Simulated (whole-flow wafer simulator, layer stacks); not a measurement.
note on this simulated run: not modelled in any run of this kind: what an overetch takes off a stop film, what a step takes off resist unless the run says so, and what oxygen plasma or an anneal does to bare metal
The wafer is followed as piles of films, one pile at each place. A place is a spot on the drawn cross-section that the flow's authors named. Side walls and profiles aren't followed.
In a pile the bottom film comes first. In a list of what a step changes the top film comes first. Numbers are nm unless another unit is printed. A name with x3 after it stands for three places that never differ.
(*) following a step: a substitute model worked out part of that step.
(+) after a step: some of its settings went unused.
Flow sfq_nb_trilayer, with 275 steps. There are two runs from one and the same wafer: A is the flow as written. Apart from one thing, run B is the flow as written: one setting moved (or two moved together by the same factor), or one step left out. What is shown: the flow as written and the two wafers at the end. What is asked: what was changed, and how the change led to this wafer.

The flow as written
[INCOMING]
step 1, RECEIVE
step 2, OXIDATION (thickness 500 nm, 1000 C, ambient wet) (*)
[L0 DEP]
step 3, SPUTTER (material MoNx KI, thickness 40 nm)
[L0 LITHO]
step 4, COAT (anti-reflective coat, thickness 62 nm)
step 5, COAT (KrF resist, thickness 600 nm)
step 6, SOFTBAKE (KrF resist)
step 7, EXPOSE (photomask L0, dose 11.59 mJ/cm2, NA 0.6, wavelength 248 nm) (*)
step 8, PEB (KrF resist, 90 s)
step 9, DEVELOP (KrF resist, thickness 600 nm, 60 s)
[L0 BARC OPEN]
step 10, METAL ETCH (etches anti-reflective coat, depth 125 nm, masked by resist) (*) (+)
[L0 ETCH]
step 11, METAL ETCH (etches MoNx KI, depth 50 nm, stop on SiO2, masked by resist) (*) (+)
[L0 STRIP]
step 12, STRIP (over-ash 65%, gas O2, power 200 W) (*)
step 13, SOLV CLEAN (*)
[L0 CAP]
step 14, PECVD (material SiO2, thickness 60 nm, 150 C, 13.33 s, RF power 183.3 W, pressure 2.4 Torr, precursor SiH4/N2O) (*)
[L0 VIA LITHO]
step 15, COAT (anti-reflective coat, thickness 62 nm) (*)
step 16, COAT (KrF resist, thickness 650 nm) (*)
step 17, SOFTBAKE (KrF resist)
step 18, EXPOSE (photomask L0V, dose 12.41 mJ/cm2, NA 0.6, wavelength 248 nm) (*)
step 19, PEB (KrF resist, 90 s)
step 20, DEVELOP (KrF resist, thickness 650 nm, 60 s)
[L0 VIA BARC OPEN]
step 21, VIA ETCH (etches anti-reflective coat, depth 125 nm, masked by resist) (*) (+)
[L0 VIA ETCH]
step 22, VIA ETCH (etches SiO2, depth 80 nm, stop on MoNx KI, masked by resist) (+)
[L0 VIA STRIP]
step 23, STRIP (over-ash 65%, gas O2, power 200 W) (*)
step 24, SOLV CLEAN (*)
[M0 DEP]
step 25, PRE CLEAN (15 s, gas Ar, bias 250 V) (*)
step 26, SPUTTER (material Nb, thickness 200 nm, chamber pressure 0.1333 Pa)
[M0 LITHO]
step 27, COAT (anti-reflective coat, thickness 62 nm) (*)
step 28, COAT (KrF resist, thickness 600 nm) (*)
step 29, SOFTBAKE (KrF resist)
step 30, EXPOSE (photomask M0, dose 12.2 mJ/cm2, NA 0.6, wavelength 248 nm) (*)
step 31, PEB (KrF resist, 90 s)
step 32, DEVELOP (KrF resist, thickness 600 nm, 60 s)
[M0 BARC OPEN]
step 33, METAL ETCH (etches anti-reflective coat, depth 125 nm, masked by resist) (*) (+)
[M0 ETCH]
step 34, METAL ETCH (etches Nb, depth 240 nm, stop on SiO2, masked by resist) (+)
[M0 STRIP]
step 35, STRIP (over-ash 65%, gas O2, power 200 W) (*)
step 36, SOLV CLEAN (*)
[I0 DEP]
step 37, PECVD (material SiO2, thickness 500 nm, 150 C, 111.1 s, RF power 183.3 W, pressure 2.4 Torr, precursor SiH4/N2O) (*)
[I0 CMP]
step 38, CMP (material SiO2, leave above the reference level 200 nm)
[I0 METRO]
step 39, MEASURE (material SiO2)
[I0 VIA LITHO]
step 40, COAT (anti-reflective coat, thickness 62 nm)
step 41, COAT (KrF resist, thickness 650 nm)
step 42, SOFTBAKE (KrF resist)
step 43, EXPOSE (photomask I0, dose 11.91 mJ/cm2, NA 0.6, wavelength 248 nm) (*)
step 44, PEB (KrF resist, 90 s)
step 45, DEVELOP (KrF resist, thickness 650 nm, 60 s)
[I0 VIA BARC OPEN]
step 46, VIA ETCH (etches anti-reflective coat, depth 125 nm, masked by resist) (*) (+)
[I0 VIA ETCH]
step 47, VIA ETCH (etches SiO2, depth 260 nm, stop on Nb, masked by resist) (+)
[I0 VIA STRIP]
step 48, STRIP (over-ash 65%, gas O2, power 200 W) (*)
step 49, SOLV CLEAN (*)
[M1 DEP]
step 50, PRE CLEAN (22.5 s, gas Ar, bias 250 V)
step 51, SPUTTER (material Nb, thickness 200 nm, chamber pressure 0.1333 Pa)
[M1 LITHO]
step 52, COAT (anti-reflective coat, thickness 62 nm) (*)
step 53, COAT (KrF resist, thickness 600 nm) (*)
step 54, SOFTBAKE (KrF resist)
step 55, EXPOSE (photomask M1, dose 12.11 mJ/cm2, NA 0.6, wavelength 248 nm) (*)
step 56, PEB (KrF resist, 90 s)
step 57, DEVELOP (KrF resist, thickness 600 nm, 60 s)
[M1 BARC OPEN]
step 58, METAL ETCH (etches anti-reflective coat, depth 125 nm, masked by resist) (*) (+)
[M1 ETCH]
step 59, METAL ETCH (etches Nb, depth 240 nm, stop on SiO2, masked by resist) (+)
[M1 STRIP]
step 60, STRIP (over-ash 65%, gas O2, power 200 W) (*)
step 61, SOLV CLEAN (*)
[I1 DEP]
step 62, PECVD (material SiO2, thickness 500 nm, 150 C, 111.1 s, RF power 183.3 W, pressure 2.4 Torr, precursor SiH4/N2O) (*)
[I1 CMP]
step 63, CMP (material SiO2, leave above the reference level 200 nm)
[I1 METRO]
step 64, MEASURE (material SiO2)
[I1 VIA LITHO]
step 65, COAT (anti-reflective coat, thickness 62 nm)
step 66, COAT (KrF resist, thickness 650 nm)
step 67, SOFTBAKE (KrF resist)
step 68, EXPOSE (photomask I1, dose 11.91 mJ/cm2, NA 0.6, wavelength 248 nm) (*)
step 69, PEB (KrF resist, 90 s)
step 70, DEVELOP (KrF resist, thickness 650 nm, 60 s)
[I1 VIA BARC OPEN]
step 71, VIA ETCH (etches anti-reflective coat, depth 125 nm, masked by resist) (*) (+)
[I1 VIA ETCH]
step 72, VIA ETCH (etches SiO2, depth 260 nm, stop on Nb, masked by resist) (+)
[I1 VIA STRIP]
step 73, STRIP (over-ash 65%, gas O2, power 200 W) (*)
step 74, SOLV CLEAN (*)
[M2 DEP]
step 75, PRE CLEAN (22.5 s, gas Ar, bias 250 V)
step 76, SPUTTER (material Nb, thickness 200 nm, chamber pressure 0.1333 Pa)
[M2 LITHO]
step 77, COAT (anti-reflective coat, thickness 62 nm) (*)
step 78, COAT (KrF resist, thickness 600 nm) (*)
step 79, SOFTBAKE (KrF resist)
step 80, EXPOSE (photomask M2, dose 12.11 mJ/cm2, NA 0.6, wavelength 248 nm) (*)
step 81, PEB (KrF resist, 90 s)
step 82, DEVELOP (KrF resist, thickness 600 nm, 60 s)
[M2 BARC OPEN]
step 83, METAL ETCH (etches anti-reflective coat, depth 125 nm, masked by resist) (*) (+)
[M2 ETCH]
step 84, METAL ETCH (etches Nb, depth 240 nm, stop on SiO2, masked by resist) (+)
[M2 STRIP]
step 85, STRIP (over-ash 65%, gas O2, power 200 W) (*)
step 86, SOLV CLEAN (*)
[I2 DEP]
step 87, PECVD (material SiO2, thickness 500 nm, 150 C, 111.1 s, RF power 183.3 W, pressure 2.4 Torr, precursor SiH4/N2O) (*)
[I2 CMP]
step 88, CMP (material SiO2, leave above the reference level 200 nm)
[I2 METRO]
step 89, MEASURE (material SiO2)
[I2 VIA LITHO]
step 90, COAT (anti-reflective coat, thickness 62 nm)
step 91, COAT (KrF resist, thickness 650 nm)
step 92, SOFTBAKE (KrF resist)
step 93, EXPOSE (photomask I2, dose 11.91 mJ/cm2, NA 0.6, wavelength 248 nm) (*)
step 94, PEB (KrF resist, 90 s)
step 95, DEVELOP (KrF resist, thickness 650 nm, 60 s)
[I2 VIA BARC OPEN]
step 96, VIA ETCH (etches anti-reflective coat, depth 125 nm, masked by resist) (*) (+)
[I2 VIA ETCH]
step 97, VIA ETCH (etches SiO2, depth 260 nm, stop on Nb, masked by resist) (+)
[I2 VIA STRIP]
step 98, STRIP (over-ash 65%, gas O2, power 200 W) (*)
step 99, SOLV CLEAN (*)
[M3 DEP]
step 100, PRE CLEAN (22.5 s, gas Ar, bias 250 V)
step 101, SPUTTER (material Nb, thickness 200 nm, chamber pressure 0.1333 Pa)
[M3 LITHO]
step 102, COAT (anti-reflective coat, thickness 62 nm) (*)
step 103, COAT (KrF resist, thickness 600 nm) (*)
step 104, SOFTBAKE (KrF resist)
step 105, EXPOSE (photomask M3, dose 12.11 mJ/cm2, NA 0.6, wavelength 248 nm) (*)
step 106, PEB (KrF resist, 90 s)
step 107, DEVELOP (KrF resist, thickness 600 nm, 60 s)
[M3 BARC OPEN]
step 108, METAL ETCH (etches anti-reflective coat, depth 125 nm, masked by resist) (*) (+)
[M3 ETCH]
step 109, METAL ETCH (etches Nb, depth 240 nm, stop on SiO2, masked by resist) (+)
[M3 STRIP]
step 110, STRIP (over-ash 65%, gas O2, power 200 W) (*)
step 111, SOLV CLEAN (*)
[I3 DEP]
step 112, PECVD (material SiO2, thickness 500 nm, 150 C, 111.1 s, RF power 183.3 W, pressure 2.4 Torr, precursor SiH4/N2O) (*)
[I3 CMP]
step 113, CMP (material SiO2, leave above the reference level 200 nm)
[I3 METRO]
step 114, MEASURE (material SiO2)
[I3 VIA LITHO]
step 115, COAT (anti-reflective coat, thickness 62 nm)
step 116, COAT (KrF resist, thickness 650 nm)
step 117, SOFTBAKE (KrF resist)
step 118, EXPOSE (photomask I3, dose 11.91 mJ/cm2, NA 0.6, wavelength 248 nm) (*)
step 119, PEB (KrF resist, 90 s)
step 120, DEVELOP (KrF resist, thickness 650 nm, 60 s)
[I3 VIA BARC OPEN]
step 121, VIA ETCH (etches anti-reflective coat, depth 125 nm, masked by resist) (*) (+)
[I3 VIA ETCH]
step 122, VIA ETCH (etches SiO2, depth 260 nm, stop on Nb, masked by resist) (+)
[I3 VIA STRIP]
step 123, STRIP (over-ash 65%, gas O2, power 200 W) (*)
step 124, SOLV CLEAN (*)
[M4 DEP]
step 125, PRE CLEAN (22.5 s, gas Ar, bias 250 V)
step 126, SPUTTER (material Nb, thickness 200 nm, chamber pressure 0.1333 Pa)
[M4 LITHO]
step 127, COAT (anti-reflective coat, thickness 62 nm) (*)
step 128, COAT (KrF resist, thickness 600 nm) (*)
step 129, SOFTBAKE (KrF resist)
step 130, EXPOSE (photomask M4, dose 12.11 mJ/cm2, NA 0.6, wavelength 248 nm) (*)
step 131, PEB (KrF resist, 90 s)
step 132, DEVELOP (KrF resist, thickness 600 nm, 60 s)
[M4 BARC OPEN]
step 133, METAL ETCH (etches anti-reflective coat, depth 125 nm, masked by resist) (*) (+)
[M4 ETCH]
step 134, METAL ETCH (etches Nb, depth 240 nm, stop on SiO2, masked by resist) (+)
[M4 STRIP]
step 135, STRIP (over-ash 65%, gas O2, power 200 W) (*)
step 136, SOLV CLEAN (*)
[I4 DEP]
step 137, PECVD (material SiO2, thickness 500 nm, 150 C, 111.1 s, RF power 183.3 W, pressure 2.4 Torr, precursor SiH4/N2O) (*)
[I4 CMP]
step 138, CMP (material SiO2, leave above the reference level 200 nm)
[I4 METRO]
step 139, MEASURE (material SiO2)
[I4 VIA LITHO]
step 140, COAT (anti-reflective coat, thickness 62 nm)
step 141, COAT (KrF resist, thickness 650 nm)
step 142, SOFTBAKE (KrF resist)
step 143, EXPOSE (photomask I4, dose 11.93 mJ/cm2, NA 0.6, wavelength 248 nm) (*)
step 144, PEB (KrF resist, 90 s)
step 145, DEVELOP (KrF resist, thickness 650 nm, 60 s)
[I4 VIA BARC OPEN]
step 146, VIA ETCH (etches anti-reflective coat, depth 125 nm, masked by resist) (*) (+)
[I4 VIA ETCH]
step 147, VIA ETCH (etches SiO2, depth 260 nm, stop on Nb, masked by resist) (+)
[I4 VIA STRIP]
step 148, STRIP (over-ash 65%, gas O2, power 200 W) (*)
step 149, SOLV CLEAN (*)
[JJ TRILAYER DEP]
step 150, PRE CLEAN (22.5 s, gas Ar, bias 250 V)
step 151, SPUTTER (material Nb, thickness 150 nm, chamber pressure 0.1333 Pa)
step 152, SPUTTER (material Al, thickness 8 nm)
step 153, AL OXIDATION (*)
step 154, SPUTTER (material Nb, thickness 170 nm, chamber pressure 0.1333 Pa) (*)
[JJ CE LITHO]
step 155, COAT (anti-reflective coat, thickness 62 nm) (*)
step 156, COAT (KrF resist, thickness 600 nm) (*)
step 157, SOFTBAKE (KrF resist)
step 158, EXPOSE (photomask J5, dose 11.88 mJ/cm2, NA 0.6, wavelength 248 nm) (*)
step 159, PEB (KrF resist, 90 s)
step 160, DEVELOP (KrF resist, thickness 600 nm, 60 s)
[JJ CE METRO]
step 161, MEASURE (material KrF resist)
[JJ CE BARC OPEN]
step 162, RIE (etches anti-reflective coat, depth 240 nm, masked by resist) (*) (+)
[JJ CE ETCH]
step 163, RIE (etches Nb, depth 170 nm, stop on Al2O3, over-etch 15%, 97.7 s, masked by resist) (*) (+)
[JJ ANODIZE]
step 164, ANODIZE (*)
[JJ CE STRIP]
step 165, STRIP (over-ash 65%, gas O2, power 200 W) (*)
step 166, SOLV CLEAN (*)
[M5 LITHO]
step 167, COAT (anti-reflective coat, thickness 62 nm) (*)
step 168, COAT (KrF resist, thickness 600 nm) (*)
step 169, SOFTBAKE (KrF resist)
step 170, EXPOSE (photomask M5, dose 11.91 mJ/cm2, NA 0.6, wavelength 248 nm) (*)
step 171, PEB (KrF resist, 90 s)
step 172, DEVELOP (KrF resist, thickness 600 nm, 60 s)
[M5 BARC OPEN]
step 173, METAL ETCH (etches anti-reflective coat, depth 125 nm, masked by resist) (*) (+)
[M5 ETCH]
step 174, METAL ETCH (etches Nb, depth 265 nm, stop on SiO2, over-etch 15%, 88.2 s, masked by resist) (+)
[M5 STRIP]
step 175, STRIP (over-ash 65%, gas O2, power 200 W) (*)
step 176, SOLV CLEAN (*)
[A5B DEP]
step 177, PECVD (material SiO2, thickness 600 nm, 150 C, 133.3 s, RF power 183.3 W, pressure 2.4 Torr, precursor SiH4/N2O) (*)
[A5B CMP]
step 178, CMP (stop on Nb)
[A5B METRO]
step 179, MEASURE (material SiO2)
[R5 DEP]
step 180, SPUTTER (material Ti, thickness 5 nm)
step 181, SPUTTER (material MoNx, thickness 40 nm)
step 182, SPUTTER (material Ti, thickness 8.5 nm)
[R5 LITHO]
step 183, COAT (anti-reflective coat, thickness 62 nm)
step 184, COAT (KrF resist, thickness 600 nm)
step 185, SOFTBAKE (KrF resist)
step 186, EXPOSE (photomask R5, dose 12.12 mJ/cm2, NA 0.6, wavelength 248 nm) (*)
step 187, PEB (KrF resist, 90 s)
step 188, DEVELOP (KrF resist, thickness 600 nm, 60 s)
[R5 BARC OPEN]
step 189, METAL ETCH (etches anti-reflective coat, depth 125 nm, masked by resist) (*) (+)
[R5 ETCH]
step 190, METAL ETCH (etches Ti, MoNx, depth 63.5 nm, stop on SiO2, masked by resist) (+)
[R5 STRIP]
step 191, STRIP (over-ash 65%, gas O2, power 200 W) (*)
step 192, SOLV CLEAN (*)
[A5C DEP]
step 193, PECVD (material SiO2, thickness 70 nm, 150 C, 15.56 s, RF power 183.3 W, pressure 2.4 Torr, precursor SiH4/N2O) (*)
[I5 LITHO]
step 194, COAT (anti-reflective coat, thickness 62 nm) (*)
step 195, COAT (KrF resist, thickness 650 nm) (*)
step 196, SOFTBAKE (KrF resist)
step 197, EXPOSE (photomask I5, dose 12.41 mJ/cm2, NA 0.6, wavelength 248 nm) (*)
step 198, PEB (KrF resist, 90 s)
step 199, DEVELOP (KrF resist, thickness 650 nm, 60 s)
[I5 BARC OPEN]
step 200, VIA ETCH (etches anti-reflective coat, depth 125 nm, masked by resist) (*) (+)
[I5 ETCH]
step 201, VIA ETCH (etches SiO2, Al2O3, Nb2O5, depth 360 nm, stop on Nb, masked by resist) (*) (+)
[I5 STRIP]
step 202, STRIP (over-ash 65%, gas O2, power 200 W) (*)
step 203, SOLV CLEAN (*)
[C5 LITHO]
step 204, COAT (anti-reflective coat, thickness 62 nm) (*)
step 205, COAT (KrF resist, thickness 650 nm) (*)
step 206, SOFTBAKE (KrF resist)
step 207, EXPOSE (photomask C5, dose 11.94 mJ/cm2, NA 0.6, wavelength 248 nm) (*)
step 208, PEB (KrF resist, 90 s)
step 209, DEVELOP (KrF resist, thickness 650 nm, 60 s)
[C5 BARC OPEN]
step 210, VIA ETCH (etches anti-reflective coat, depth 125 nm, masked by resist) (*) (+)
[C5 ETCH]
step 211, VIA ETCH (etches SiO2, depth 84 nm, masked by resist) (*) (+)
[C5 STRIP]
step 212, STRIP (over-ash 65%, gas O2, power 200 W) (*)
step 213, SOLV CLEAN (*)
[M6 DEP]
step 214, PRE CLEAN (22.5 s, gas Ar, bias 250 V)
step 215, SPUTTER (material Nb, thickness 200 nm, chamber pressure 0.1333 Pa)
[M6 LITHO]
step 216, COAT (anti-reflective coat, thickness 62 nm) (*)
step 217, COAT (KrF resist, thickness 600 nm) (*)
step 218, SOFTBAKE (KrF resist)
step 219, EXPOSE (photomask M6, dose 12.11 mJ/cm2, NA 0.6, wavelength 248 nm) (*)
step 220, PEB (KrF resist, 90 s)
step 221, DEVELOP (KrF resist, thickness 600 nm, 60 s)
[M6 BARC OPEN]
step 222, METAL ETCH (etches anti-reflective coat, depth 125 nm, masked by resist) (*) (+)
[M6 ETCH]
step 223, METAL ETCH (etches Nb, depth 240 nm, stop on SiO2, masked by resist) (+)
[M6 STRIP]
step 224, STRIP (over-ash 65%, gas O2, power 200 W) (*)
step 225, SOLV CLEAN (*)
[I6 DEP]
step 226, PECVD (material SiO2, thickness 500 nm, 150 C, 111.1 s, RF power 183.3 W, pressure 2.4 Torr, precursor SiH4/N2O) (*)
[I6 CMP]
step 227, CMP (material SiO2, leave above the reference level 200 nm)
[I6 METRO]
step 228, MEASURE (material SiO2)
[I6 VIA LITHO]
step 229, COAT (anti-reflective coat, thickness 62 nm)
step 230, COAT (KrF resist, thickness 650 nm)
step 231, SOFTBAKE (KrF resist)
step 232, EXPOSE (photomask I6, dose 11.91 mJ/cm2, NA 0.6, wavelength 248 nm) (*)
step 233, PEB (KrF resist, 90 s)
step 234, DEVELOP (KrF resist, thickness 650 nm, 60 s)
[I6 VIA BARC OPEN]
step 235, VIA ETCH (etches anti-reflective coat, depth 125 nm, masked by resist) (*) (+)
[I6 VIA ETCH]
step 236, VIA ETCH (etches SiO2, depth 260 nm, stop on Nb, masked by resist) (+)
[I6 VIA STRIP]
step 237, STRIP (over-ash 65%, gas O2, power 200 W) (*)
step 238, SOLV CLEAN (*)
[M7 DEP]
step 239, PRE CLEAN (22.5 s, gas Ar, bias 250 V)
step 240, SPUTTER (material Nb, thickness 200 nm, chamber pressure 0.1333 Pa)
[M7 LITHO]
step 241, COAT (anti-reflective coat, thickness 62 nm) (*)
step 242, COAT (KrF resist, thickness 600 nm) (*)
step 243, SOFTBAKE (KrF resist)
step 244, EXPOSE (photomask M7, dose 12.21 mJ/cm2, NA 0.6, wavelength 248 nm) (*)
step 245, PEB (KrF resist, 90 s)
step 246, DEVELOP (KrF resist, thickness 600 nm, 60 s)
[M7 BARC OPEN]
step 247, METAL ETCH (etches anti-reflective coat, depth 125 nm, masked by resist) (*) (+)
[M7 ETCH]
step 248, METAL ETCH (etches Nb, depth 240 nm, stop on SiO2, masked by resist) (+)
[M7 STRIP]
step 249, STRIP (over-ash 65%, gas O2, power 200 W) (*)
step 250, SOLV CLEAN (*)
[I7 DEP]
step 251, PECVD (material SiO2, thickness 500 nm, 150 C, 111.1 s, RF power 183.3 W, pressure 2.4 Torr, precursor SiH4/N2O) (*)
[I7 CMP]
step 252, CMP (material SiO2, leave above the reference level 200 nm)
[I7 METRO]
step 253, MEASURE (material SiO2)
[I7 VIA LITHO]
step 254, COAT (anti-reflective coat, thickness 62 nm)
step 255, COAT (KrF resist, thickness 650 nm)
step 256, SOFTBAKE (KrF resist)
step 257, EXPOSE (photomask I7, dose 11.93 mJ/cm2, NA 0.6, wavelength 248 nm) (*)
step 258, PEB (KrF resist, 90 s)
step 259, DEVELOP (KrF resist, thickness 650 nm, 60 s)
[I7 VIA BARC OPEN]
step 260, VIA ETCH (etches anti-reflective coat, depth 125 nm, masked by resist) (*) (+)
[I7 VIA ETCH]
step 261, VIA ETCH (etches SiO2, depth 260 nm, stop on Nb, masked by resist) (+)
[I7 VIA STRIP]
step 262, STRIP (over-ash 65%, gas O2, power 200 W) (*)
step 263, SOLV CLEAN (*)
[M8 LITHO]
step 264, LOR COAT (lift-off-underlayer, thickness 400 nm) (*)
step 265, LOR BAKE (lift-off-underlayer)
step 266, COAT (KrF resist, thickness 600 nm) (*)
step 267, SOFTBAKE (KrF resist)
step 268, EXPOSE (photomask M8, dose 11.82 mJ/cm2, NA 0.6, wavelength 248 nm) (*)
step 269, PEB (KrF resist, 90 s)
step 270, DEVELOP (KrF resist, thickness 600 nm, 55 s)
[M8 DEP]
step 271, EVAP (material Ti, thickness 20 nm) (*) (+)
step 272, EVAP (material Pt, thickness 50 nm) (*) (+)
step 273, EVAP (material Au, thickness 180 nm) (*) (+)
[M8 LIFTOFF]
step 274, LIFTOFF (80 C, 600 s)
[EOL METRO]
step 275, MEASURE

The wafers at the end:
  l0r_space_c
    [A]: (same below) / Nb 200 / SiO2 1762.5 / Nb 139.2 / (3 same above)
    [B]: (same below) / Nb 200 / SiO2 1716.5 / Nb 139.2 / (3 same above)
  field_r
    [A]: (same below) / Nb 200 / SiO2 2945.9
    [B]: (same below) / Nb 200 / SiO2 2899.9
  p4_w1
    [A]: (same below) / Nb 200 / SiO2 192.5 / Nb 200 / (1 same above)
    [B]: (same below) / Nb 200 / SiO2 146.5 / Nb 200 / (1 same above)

Cause: step 113, CMP: leave above the reference level 154 nm was run, while the flow as written has leave above the reference level 200 nm.

Step by step, how the change led to this:
  step 113, CMP (material SiO2, leave above the reference level 200 nm)
      field_l, be, be_sur and 64 more: A SiO2 loses 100 | B SiO2 loses 146
      v_sur, via_wl, via_wr and 27 more: A SiO2 loses 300 | B SiO2 loses 346
      (as well as at 9 more places)
  step 122, VIA ETCH (etches SiO2, depth 260 nm, stop on Nb, masked by resist) (+)
      field_l, v_sur, via_wl and 102 more: A KrF resist loses 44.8 | B KrF resist loses 39.8
      via_v: A SiO2 loses 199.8 (all of it) | B SiO2 loses 153.8 (all of it)
  step 126, SPUTTER (material Nb, thickness 200 nm, chamber pressure 0.1333 Pa)
      via_v: A Nb gains 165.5 | B Nb gains 175.6
  step 127, COAT (anti-reflective coat, thickness 62 nm) (*)
      via_v: A anti-reflective coat gains 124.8 (new film) | B anti-reflective coat gains 113.3 (new film)
  step 128, COAT (KrF resist, thickness 600 nm) (*)
      via_v: A KrF resist gains 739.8 (new film) | B KrF resist gains 702.5 (new film)
  step 135, STRIP (over-ash 65%, gas O2, power 200 W) (*)
      via_v: A KrF resist loses 521.8 (all of it), anti-reflective coat loses 124.8 (all of it) | B KrF resist loses 484.6 (all of it), anti-reflective coat loses 113.3 (all of it)
  step 137, PECVD (material SiO2, thickness 500 nm, 150 C, 111.1 s, RF power 183.3 W, pressure 2.4 Torr, precursor SiH4/N2O) (*)
      via_v: A SiO2 gains 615 (new film) | B SiO2 gains 534.4 (new film)
  step 138, CMP (material SiO2, leave above the reference level 200 nm)
      via_v: A SiO2 loses 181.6 | B SiO2 loses 157.1
